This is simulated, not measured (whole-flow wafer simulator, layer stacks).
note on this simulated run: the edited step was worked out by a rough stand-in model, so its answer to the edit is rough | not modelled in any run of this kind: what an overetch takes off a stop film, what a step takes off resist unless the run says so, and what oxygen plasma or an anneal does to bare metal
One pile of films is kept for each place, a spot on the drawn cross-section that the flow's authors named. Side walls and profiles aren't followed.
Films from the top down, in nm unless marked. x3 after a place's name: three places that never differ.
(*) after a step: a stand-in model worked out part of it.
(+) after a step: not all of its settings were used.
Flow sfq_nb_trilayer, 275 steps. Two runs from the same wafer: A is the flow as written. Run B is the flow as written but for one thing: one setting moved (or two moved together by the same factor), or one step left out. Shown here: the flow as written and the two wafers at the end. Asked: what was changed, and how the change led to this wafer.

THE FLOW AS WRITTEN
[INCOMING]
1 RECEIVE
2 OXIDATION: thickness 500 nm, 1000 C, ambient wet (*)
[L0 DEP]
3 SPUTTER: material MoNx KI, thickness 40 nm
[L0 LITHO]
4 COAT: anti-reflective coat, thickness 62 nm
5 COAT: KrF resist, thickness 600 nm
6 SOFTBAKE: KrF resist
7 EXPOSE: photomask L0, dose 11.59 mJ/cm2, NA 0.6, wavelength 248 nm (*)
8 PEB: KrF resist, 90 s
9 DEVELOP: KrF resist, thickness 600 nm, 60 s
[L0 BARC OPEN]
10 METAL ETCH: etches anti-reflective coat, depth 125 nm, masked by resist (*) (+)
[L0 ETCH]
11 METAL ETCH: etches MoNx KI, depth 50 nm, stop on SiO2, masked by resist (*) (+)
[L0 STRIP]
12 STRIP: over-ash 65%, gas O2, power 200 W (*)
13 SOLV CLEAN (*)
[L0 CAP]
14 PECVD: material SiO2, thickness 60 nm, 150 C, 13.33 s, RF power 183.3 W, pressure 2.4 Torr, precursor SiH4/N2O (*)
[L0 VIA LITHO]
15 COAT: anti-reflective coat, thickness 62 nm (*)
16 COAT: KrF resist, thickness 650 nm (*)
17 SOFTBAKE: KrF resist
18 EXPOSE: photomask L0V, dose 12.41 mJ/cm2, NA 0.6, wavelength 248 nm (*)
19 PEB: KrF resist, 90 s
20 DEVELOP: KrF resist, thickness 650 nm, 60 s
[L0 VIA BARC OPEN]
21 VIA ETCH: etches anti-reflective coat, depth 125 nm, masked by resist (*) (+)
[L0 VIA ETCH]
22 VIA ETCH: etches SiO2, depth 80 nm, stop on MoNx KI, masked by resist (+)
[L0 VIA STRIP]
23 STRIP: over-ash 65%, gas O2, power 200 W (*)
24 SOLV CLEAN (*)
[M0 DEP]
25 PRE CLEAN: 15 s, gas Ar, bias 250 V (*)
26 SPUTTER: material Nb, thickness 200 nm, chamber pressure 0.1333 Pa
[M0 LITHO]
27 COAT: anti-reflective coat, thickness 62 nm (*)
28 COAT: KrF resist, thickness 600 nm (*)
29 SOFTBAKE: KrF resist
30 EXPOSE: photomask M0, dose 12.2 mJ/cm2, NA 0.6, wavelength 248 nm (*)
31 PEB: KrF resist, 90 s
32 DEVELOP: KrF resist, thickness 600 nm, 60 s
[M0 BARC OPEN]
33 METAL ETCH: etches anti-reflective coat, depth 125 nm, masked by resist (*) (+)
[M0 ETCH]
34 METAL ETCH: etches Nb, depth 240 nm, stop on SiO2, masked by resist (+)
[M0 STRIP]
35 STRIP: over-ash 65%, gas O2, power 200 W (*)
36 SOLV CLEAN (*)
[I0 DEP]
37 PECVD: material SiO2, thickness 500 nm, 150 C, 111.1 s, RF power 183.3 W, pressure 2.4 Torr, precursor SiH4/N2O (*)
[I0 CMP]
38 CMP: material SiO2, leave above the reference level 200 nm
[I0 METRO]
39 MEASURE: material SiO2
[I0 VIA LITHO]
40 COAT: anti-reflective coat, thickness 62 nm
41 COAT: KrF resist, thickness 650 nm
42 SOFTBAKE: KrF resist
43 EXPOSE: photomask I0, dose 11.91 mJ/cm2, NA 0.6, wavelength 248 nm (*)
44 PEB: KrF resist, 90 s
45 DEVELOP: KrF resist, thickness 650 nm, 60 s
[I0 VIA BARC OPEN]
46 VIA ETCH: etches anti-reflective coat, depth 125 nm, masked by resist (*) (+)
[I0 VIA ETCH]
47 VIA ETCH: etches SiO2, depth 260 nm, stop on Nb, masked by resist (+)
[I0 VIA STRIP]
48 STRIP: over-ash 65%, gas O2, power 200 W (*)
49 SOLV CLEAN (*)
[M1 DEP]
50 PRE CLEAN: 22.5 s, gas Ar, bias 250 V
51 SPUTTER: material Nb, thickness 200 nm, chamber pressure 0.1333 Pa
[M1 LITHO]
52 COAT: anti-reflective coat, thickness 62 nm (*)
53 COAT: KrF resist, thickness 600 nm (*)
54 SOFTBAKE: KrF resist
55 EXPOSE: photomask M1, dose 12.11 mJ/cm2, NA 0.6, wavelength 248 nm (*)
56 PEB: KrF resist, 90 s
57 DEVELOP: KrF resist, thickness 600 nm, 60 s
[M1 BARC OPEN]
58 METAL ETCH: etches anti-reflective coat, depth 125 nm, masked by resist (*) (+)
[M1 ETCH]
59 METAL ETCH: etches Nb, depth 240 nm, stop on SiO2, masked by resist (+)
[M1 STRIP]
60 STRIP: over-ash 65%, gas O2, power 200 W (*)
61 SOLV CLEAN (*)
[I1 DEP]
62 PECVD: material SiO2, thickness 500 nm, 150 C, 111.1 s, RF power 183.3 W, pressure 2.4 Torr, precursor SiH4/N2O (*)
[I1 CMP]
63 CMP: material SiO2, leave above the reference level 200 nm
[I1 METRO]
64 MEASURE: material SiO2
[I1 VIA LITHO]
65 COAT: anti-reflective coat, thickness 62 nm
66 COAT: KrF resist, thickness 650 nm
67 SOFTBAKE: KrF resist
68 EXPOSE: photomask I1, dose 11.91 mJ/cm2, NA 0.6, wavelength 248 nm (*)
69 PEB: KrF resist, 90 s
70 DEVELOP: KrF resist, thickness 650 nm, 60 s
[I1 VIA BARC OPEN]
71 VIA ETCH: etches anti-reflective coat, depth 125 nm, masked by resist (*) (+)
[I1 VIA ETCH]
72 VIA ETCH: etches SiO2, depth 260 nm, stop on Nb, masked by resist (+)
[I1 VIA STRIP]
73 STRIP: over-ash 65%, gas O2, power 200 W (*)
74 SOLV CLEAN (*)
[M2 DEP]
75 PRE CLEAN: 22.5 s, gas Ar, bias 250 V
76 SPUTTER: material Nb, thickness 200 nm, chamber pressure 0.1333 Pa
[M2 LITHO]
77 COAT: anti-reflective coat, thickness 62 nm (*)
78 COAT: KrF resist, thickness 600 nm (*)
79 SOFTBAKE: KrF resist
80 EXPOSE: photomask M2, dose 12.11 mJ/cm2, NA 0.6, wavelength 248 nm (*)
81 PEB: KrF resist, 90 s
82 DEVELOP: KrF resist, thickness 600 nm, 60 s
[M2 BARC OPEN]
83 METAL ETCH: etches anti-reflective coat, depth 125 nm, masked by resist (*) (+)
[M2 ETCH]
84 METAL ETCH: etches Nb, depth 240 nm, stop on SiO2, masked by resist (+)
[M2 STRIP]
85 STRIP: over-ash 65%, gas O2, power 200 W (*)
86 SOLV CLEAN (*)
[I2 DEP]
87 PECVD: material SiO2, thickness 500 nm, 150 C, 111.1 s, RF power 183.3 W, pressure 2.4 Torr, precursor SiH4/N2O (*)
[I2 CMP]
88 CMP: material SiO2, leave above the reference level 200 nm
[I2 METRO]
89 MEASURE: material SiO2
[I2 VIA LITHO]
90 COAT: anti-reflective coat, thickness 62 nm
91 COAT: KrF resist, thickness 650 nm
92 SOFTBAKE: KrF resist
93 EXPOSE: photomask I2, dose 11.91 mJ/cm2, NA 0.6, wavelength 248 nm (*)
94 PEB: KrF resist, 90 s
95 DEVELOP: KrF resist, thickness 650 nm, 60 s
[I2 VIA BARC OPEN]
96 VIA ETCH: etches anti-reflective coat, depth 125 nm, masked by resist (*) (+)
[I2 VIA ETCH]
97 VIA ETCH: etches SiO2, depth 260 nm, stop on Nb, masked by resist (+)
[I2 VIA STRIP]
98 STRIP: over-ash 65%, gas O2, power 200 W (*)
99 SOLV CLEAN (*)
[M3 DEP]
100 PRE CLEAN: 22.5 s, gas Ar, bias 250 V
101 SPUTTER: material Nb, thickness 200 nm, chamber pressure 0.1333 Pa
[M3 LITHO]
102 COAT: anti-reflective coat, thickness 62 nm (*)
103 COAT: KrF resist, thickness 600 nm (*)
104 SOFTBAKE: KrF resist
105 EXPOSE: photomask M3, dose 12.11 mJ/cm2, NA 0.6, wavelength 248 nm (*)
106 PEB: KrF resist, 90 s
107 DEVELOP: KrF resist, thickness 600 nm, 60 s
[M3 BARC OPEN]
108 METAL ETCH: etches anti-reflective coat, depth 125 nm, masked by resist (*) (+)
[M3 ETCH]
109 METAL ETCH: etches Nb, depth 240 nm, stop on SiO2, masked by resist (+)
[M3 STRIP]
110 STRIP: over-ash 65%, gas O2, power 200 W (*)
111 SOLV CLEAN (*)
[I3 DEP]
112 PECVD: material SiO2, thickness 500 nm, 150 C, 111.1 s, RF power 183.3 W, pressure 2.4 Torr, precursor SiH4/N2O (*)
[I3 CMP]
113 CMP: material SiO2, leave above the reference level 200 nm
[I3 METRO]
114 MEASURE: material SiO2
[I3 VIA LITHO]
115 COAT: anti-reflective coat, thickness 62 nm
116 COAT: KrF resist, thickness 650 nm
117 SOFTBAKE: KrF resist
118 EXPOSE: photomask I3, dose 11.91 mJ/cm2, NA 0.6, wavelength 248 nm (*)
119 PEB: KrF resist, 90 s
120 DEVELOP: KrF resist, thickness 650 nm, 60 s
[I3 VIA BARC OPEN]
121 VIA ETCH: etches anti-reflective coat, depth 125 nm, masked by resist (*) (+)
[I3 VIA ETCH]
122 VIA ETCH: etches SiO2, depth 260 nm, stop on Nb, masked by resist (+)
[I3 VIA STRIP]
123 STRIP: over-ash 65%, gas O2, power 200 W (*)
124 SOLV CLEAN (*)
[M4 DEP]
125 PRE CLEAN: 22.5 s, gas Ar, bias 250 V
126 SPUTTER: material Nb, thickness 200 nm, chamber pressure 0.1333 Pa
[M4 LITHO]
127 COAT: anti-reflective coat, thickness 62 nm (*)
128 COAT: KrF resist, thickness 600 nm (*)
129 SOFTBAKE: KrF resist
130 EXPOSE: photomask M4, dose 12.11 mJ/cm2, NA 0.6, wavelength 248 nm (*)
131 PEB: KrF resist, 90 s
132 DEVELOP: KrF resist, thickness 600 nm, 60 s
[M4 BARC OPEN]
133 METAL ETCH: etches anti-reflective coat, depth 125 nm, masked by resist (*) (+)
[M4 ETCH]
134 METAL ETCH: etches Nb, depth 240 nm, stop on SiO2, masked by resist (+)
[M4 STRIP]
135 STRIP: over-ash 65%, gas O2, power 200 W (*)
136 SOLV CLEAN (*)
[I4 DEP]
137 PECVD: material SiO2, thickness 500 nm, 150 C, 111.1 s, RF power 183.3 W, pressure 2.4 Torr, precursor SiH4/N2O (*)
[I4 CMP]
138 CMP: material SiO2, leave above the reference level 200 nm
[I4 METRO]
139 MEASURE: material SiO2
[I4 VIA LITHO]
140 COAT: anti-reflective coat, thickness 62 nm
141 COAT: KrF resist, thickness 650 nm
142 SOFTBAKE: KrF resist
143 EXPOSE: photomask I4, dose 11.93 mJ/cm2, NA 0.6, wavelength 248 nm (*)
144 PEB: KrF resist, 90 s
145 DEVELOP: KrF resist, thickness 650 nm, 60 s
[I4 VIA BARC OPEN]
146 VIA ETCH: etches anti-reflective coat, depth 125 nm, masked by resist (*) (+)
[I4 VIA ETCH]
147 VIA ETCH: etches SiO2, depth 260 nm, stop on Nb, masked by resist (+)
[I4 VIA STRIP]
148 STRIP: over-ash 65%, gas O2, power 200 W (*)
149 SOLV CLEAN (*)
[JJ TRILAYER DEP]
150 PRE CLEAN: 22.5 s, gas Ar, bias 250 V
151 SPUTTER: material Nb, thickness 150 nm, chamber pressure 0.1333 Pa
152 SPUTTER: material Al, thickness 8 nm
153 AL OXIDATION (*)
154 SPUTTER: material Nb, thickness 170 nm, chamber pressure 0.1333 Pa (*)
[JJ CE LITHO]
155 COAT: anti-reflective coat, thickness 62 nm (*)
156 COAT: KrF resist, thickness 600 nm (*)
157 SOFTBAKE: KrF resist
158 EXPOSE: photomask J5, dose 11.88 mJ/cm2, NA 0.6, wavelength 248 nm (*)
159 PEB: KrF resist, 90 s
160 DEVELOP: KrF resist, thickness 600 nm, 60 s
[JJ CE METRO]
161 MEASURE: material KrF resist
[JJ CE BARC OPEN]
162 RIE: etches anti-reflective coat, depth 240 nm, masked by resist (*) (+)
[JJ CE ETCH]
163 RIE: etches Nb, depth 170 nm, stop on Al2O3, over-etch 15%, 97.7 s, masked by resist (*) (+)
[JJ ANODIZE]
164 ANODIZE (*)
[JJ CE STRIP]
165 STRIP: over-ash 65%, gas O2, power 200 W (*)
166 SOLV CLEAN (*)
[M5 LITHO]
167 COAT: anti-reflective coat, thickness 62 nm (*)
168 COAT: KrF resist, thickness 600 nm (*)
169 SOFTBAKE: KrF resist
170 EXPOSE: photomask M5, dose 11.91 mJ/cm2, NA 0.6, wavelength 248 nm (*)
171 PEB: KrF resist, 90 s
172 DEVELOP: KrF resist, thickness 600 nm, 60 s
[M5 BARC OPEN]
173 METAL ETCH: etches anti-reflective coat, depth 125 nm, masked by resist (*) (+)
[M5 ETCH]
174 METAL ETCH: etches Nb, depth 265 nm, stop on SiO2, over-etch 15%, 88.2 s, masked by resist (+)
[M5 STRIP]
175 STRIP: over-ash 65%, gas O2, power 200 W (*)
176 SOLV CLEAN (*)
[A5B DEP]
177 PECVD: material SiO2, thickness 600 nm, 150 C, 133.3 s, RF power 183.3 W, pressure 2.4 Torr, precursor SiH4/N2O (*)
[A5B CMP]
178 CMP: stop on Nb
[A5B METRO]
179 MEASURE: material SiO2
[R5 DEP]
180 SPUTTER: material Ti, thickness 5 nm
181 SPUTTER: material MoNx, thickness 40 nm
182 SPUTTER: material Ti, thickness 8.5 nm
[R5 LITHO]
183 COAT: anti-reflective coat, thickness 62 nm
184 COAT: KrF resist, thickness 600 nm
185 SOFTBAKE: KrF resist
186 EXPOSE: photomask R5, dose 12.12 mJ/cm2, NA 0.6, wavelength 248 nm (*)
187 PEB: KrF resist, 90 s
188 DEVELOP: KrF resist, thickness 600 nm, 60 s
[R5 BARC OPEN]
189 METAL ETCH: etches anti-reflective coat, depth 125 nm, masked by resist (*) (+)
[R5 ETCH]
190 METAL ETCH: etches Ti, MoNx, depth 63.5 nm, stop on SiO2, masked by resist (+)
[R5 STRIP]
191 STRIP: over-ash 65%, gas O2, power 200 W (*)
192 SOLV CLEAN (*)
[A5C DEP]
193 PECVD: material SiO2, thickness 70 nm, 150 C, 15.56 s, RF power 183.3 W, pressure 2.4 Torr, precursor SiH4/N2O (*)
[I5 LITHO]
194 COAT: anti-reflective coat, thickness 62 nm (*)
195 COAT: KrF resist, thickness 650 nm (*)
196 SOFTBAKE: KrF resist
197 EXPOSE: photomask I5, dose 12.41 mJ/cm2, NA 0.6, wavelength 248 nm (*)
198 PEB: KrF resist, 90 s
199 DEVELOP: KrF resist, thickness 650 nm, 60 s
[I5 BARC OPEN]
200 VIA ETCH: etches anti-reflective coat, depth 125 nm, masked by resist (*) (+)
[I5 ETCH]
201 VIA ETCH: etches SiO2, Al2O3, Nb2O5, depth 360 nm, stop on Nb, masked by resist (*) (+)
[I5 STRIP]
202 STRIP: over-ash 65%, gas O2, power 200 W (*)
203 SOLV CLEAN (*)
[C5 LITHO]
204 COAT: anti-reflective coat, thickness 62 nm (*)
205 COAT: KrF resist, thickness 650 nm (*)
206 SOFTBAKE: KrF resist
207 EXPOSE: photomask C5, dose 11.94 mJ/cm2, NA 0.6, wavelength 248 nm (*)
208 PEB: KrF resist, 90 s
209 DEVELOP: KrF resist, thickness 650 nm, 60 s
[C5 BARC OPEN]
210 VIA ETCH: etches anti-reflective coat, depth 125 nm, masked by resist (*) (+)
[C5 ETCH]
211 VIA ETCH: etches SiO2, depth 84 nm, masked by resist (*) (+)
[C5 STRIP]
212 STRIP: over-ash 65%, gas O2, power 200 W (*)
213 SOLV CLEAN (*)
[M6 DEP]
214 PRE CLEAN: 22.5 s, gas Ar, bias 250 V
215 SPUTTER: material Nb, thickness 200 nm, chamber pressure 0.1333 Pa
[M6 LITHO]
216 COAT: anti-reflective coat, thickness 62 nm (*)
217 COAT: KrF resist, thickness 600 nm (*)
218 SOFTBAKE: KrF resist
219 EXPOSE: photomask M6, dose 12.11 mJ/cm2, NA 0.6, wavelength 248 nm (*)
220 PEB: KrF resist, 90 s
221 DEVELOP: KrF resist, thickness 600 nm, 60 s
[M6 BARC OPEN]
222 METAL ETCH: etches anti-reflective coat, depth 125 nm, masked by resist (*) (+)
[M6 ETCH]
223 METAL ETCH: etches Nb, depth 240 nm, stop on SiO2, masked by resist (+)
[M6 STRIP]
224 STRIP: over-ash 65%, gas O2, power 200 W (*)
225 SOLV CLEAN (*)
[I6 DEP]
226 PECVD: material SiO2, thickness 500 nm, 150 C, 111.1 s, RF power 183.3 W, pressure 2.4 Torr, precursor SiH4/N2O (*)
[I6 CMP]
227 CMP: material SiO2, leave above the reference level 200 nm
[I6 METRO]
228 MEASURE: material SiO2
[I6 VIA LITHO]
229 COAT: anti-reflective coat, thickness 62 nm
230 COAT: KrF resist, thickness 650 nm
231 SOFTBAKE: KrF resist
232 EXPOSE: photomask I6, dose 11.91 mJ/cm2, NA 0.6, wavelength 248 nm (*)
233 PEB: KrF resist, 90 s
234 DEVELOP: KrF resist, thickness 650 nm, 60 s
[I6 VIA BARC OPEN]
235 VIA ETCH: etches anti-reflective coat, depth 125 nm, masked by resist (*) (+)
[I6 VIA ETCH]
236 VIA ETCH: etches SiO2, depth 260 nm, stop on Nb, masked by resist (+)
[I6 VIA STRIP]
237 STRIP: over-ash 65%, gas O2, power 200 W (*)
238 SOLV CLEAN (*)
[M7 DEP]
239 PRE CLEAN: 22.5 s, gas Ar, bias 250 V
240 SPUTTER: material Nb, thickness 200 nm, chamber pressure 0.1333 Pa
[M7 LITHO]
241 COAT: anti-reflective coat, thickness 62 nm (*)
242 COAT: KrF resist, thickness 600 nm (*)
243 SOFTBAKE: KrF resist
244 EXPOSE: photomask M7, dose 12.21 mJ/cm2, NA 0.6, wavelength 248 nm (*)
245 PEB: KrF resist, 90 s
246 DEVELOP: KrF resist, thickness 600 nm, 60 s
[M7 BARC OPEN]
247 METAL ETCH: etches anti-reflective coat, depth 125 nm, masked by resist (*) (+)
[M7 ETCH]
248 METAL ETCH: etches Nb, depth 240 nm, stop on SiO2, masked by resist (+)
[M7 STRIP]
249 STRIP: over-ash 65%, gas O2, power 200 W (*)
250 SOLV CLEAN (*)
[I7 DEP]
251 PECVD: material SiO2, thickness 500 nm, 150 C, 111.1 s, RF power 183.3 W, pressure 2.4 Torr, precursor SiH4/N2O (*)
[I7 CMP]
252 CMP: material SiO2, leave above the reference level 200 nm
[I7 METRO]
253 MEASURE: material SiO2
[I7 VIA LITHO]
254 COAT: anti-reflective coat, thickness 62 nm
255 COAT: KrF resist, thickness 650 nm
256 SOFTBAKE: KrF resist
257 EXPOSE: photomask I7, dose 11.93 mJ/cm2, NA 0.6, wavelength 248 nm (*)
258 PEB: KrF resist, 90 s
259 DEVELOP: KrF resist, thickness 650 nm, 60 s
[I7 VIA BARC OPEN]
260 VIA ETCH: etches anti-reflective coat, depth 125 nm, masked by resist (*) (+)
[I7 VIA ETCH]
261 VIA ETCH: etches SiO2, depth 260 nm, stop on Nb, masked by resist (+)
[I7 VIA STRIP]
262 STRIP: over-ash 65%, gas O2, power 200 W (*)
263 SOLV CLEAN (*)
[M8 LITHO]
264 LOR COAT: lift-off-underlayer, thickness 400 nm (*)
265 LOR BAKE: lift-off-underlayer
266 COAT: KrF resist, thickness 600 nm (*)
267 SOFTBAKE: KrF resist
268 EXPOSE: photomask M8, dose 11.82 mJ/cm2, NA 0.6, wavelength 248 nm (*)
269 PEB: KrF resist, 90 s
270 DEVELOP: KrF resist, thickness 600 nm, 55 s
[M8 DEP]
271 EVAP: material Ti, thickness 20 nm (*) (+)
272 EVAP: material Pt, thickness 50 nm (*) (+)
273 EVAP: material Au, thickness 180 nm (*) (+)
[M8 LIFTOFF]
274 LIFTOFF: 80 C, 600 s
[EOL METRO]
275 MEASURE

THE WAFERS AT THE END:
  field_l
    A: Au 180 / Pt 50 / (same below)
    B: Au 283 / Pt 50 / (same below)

The cause: step 273, EVAP: thickness 283 nm was run, where the flow has thickness 180 nm.
It can be read off the wafer: field_l has Au 283, and step 273 as written asks for 180 nm.

How the change led to this, step by step:
  273 EVAP: material Au, thickness 180 nm (*) (+)
      field_l, v_sur, via_wl and 103 more: A Au +180 (new film) | B Au +283 (new film)
  274 LIFTOFF: 80 C, 600 s
      p4_fl, p4_fm, p4_w1 and 71 more: A Au -180 (all of it), Pt -50 (all of it), Ti -20 (all of it), KrF resist -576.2 (all of it), lift-off-underlayer -400 (all of it) | B Au -283 (all of it), Pt -50 (all of it), Ti -20 (all of it), KrF resist -576.2 (all of it), lift-off-underlayer -400 (all of it)
      c5j, ce_r: A Au -180 (all of it), Pt -50 (all of it), Ti -20 (all of it), KrF resist -573.3 (all of it), lift-off-underlayer -399.3 (all of it) | B Au -283 (all of it), Pt -50 (all of it), Ti -20 (all of it), KrF resist -573.3 (all of it), lift-off-underlayer -399.3 (all of it)
      (and at 19 more places)
